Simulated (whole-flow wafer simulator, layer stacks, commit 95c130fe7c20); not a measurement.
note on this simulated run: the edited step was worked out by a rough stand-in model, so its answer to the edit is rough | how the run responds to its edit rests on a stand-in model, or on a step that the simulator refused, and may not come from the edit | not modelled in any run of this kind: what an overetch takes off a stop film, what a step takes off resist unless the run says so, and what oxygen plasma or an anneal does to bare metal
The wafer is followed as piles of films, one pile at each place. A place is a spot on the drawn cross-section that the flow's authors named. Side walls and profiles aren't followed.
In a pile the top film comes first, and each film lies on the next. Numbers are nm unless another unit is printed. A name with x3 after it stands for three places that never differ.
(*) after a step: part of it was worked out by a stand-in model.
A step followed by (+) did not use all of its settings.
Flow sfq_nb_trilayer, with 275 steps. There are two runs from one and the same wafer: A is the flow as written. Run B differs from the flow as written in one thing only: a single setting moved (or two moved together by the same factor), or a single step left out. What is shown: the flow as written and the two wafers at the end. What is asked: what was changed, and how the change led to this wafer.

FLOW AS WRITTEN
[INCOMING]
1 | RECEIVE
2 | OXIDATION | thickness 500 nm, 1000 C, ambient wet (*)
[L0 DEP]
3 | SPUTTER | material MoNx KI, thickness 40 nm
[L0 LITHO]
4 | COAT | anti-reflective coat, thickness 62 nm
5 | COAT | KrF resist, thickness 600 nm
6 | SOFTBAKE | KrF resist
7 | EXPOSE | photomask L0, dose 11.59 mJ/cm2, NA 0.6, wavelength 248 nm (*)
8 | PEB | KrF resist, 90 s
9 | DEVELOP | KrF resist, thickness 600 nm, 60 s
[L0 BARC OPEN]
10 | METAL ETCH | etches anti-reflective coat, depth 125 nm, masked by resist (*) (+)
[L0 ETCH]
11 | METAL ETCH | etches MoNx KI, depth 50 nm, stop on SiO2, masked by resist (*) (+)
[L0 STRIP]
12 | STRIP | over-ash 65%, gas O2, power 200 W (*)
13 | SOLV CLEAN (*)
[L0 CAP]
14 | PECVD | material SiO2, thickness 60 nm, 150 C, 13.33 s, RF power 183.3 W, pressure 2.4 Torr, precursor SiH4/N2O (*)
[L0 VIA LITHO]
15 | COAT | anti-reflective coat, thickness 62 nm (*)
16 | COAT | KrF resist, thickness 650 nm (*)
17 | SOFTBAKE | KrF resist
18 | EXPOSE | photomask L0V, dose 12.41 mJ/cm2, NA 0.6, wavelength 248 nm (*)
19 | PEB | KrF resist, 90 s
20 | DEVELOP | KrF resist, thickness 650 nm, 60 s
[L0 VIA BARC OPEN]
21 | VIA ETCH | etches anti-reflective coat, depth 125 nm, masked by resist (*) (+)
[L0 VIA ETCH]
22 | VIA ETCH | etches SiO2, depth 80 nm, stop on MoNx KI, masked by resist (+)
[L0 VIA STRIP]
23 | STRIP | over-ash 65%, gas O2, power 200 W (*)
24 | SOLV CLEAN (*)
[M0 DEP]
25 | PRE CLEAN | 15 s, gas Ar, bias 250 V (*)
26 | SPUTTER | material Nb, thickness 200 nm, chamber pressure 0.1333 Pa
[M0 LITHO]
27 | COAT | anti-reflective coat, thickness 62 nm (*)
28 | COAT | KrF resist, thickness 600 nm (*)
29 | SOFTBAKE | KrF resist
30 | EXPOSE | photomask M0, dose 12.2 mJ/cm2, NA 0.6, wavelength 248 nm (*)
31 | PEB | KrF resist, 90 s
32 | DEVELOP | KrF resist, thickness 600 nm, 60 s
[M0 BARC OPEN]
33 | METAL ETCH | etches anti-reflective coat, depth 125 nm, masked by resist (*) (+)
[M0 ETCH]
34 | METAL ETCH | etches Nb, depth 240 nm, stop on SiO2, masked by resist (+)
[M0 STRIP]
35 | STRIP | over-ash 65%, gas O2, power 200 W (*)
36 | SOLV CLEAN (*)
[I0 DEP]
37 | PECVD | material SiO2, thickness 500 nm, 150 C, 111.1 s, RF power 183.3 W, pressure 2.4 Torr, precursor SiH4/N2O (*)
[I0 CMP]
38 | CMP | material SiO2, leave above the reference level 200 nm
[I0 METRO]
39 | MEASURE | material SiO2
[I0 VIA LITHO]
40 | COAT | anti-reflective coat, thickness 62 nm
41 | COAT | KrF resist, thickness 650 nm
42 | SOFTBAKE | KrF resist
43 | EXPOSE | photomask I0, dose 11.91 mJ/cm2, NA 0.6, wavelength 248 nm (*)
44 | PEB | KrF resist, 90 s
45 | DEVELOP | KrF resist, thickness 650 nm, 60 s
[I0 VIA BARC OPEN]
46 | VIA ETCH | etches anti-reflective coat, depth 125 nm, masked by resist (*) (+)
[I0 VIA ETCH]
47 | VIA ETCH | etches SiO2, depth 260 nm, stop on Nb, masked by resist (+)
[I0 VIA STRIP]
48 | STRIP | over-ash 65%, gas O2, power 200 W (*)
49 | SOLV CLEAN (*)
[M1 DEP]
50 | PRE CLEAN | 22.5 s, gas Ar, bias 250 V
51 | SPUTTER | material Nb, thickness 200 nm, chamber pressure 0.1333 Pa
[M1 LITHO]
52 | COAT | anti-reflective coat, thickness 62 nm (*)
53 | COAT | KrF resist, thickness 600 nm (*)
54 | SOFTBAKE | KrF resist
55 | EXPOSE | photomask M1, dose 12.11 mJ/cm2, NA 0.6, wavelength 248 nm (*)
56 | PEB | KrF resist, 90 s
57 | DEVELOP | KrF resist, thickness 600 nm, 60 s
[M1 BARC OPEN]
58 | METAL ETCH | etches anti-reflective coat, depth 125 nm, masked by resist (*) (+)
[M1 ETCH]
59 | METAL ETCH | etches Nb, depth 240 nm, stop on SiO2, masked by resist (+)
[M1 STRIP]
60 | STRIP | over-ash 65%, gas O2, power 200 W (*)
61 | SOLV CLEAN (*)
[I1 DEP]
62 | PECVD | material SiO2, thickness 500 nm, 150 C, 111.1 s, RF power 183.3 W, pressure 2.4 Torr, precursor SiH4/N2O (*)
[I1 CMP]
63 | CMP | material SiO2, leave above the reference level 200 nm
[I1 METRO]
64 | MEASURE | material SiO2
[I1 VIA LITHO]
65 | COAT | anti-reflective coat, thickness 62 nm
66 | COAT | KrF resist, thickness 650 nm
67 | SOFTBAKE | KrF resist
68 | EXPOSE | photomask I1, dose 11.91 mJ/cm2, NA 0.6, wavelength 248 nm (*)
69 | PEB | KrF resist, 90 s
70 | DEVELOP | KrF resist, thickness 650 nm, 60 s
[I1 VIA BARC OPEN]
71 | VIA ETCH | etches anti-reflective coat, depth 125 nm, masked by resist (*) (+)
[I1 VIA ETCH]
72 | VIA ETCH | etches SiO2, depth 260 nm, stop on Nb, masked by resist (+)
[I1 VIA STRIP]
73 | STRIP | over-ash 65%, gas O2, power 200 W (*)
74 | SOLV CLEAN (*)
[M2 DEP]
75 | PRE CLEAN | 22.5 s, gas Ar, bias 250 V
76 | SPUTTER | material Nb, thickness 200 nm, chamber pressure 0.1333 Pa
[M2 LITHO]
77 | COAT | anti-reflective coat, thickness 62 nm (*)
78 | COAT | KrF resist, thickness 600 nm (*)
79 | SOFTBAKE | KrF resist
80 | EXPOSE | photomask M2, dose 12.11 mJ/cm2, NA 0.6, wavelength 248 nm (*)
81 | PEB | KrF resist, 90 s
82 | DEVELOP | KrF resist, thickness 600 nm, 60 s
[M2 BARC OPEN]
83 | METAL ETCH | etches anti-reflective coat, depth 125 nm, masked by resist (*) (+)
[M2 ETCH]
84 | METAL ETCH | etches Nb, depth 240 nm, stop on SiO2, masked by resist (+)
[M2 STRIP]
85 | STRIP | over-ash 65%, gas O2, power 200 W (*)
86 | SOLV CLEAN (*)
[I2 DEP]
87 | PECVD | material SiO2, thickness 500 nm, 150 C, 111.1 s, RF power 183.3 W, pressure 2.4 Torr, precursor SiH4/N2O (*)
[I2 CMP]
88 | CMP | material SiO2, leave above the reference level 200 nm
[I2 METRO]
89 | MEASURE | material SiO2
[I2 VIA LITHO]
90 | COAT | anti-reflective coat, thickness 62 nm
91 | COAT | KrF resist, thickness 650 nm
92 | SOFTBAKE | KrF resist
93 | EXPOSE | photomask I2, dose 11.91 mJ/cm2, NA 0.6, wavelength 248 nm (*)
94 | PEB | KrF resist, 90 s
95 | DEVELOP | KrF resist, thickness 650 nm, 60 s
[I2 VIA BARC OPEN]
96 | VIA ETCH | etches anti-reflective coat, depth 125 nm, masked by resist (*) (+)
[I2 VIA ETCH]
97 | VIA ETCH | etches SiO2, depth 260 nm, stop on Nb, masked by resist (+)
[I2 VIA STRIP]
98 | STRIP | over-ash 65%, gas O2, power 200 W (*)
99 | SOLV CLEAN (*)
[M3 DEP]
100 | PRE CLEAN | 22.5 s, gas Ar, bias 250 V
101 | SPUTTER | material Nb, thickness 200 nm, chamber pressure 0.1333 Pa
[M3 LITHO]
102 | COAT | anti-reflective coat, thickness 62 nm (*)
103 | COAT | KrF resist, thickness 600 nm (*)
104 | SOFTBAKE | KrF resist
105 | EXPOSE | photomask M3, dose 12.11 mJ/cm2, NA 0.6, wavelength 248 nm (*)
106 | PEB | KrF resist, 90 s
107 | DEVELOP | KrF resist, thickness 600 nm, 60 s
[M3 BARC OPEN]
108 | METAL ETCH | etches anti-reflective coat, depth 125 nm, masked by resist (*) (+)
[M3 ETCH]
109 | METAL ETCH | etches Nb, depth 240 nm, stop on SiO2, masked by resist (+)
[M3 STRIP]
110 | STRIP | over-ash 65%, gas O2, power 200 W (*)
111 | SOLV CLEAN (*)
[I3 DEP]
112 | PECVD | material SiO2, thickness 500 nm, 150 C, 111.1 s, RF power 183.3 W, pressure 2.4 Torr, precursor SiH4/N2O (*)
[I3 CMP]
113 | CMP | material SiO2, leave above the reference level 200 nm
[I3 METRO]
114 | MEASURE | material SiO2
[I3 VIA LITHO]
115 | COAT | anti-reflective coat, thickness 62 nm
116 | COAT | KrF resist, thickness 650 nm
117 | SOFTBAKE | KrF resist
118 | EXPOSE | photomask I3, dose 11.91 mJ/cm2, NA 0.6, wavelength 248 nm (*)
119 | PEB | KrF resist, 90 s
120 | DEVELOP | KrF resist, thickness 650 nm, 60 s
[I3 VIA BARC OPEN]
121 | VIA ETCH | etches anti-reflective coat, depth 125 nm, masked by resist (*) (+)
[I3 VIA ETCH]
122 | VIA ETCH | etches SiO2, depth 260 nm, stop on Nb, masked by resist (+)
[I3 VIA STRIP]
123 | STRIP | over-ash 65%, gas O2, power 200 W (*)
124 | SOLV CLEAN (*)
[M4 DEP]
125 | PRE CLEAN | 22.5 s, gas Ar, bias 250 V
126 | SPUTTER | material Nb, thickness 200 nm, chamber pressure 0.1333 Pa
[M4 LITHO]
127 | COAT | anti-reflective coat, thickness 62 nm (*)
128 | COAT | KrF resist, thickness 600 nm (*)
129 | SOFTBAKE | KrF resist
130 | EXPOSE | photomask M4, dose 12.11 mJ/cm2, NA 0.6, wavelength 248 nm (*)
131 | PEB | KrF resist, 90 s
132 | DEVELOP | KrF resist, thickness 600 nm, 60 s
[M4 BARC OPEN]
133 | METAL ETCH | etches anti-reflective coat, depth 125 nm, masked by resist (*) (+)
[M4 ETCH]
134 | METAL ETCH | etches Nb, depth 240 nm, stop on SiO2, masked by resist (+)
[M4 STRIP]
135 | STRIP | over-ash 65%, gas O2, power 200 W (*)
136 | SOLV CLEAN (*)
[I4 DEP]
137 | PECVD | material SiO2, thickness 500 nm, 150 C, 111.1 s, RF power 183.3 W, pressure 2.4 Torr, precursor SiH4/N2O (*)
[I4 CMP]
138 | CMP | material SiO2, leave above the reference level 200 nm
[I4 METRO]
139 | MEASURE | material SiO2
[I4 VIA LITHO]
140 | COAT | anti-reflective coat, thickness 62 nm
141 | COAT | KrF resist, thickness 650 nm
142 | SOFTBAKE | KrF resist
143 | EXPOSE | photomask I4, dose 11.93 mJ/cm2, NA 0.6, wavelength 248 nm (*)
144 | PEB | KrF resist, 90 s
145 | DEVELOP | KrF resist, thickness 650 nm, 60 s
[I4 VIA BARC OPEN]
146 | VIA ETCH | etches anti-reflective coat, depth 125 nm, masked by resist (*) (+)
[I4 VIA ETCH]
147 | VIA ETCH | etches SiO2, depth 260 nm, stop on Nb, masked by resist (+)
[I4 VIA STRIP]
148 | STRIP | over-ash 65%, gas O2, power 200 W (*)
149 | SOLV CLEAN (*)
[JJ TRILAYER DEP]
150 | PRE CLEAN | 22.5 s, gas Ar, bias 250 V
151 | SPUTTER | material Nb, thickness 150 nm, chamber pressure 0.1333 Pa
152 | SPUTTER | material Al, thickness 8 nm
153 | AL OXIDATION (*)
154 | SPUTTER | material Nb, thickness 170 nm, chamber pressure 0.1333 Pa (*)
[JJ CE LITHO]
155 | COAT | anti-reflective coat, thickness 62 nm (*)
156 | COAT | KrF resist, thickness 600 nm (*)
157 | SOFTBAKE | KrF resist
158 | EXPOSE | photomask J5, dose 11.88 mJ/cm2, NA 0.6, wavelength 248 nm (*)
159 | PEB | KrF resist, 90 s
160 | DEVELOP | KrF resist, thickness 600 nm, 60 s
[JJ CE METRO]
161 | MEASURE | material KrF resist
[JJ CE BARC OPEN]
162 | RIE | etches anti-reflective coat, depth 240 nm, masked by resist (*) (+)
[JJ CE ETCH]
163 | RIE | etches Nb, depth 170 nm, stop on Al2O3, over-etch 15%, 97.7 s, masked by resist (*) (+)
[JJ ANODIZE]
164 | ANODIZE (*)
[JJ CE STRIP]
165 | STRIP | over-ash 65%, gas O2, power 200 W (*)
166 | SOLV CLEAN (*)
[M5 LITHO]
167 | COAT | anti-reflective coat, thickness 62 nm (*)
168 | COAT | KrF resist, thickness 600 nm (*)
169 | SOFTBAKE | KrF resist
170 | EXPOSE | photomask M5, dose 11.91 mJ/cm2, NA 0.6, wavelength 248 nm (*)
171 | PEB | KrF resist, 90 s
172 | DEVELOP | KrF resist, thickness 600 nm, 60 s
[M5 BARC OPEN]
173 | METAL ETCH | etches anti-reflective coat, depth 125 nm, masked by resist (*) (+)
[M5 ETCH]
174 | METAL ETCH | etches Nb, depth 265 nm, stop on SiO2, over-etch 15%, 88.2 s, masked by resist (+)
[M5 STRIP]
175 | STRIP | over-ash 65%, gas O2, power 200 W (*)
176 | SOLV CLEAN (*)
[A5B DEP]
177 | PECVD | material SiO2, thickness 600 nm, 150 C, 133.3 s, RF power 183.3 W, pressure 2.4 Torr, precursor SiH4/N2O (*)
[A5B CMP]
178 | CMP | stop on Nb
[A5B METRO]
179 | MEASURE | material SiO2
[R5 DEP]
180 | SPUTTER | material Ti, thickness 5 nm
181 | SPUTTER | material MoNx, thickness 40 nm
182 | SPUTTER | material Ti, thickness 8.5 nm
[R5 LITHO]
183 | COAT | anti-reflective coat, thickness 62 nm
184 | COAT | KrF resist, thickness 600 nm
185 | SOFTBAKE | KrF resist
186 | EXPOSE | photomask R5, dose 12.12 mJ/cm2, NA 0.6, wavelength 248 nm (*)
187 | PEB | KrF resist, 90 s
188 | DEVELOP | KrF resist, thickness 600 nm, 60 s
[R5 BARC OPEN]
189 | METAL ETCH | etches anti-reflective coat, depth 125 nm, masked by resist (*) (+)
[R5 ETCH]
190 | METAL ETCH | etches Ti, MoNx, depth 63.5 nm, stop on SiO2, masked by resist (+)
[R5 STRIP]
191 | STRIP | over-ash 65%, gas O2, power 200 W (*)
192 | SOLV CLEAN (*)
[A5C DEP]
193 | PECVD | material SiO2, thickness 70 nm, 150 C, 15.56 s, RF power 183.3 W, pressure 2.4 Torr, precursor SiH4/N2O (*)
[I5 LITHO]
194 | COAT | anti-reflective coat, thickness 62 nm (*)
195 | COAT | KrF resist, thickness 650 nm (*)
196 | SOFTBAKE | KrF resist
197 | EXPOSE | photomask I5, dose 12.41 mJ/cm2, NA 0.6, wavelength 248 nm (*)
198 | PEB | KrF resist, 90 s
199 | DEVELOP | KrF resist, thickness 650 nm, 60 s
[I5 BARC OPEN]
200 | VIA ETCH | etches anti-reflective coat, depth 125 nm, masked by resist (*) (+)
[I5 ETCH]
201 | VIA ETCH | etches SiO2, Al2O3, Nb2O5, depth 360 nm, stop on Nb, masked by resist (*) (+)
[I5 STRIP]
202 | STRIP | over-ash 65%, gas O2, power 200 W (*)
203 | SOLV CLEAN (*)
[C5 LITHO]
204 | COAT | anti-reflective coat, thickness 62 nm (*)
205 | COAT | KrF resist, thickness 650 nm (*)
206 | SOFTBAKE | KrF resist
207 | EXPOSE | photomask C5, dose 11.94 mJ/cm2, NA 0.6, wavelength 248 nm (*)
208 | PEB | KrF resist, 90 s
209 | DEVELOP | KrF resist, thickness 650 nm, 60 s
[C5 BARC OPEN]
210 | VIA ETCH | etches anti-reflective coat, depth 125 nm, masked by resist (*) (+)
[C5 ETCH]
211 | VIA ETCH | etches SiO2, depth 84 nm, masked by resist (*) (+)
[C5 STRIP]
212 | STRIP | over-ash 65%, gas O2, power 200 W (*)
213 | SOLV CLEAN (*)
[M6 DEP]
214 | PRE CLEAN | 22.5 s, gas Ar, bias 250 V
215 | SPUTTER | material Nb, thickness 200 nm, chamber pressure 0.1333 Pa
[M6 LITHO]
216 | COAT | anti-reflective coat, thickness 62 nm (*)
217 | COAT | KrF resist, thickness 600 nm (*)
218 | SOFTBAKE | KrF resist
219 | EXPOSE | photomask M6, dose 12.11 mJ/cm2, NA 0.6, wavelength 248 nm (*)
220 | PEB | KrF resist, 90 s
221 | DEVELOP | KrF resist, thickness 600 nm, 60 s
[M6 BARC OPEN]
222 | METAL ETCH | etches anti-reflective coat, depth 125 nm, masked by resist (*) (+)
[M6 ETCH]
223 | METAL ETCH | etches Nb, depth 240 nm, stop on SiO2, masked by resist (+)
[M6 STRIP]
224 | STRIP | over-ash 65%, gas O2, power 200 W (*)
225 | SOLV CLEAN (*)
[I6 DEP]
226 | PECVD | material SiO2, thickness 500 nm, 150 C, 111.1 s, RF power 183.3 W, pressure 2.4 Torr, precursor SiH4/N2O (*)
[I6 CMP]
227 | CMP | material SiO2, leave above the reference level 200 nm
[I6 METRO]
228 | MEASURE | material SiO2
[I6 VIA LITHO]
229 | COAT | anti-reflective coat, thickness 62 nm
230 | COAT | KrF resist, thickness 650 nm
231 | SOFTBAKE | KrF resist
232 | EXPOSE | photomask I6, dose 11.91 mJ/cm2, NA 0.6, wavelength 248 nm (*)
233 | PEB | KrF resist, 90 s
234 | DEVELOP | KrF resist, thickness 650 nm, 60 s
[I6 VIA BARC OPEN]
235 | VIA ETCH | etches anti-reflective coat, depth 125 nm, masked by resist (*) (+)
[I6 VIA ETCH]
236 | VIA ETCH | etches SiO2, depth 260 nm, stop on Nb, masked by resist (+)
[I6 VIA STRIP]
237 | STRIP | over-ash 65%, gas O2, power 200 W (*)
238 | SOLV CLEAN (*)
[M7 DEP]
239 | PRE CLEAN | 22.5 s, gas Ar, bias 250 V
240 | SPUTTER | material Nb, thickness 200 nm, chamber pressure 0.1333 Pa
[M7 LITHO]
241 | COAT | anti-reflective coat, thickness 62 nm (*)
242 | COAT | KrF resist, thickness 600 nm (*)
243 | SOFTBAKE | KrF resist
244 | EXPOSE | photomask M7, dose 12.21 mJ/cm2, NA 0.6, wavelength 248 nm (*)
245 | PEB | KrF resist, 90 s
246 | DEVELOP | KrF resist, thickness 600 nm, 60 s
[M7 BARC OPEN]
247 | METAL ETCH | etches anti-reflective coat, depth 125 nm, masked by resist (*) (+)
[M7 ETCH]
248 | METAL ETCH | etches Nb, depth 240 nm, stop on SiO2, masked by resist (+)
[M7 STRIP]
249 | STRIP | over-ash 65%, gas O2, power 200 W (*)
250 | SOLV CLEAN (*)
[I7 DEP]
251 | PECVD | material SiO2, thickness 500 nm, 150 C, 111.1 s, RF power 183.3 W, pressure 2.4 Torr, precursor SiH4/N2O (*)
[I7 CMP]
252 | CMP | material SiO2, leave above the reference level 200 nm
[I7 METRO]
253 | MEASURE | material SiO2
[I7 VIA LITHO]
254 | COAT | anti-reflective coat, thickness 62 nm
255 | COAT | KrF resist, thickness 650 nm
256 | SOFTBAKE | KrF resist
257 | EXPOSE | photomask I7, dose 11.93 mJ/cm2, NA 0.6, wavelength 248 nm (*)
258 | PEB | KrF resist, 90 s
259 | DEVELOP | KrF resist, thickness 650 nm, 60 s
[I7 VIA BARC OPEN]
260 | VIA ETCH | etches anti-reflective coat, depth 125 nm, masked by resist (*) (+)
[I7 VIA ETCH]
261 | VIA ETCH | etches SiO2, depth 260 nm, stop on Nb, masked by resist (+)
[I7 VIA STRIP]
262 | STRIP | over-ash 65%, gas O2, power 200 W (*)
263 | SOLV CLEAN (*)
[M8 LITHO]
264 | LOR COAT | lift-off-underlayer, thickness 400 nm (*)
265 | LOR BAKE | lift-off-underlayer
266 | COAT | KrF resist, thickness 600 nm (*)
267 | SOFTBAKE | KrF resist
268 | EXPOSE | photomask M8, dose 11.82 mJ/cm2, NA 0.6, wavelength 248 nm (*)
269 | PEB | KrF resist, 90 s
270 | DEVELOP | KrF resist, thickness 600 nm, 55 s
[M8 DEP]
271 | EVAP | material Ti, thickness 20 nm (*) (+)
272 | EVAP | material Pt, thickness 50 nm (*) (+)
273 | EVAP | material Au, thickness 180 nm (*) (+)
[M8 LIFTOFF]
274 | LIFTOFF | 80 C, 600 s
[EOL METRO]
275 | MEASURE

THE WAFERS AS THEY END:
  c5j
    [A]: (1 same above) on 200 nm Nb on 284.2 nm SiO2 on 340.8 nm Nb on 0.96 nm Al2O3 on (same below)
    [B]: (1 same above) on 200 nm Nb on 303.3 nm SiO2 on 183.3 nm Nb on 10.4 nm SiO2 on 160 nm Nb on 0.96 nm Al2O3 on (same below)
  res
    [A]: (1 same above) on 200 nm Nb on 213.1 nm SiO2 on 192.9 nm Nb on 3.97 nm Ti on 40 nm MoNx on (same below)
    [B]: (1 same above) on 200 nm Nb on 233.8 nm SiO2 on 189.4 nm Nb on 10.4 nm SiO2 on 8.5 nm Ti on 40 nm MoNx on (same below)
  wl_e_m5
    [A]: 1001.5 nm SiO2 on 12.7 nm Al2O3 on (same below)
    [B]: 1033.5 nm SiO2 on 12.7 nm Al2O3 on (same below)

Cause: step 193, PECVD: thickness 102 nm was run, though the flow has thickness 70 nm; step 193, PECVD: 22.71 s was run, where the flow has 15.56 s.

How this came from the change, step by step:
  193 | PECVD | material SiO2, thickness 70 nm, 150 C, 15.56 s, RF power 183.3 W, pressure 2.4 Torr, precursor SiH4/N2O (*)
      field_l, v_sur, via_wl and 92 more: A +70 SiO2 | B +102 SiO2
      ce_l, c5j, ce_r and 8 more: A +70 SiO2 (new film) | B +102 SiO2 (new film)
  201 | VIA ETCH | etches SiO2, Al2O3, Nb2O5, depth 360 nm, stop on Nb, masked by resist (*) (+)
      be: A -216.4 SiO2 (all of it), -12.7 Al2O3 (all of it), -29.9 Nb2O5 (all of it) | B -248.4 SiO2 (all of it), -12.7 Al2O3 (all of it), -29.9 Nb2O5 (all of it)
  204 | COAT | anti-reflective coat, thickness 62 nm (*)
      be: A +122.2 anti-reflective coat (new film) | B +126.9 anti-reflective coat (new film)
      be_sur: A +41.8 anti-reflective coat (new film) | B +40.7 anti-reflective coat (new film)
  205 | COAT | KrF resist, thickness 650 nm (*)
      be: A +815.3 KrF resist (new film) | B +838.2 KrF resist (new film)
  211 | VIA ETCH | etches SiO2, depth 84 nm, masked by resist (*) (+)
      c5j: A -69.9 SiO2 (all of it), -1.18 Nb | B -84 SiO2
      res: A -69.9 SiO2 (all of it) | B -84 SiO2
  212 | STRIP | over-ash 65%, gas O2, power 200 W (*)
      be: A -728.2 KrF resist (all of it), -122.2 anti-reflective coat (all of it) | B -751 KrF resist (all of it), -126.9 anti-reflective coat (all of it)
      be_sur: A -559.6 KrF resist (all of it), -41.8 anti-reflective coat (all of it) | B -557.7 KrF resist (all of it), -40.7 anti-reflective coat (all of it)
  214 | PRE CLEAN | 22.5 s, gas Ar, bias 250 V
      c5j: A -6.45 Nb | B -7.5 SiO2
      res: A -4.53 Ti | B -7.5 SiO2
  215 | SPUTTER | material Nb, thickness 200 nm, chamber pressure 0.1333 Pa
      c5j: A +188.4 Nb | B +183.3 Nb (new film)
      be: A +147.3 Nb | B +140.3 Nb
  216 | COAT | anti-reflective coat, thickness 62 nm (*)
      wire: A +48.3 anti-reflective coat (new film) | B +47.2 anti-reflective coat (new film)
      be: A +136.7 anti-reflective coat (new film) | B +142.3 anti-reflective coat (new film)
      (also at 6 further places)
  217 | COAT | KrF resist, thickness 600 nm (*)
      be: A +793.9 KrF resist (new film) | B +828.5 KrF resist (new film)
  224 | STRIP | over-ash 65%, gas O2, power 200 W (*)
      wire: A -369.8 KrF resist (all of it), -48.3 anti-reflective coat (all of it) | B -371.3 KrF resist (all of it), -47.2 anti-reflective coat (all of it)
      be: A -575.8 KrF resist (all of it), -136.7 anti-reflective coat (all of it) | B -610.3 KrF resist (all of it), -142.3 anti-reflective coat (all of it)
      (also at 6 further places)
  226 | PECVD | material SiO2, thickness 500 nm, 150 C, 111.1 s, RF power 183.3 W, pressure 2.4 Torr, precursor SiH4/N2O (*)
      be: A +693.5 SiO2 (new film) | B +732.6 SiO2 (new film)
      c5j: A +514.7 SiO2 (new film) | B +533.8 SiO2 (new film)
  227 | CMP | material SiO2, leave above the reference level 200 nm
      res: A -279.4 SiO2 | B -258.7 SiO2
With metal films that touch counted as one body, c5j has 5 bodies (between them, from the top down: SiO2 303.3; SiO2 10.4; Al2O3 0.96; SiO2 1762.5); the flow as written gives 4 bodies (between them, from the top down: SiO2 284.2; Al2O3 0.96; SiO2 1762.5).
With metal films that touch counted as one body, res has 4 bodies (between them, from the top down: SiO2 233.8; SiO2 10.4; SiO2 2090.9); the flow as written gives 3 bodies (between them, from the top down: SiO2 213.1; SiO2 2090.9).
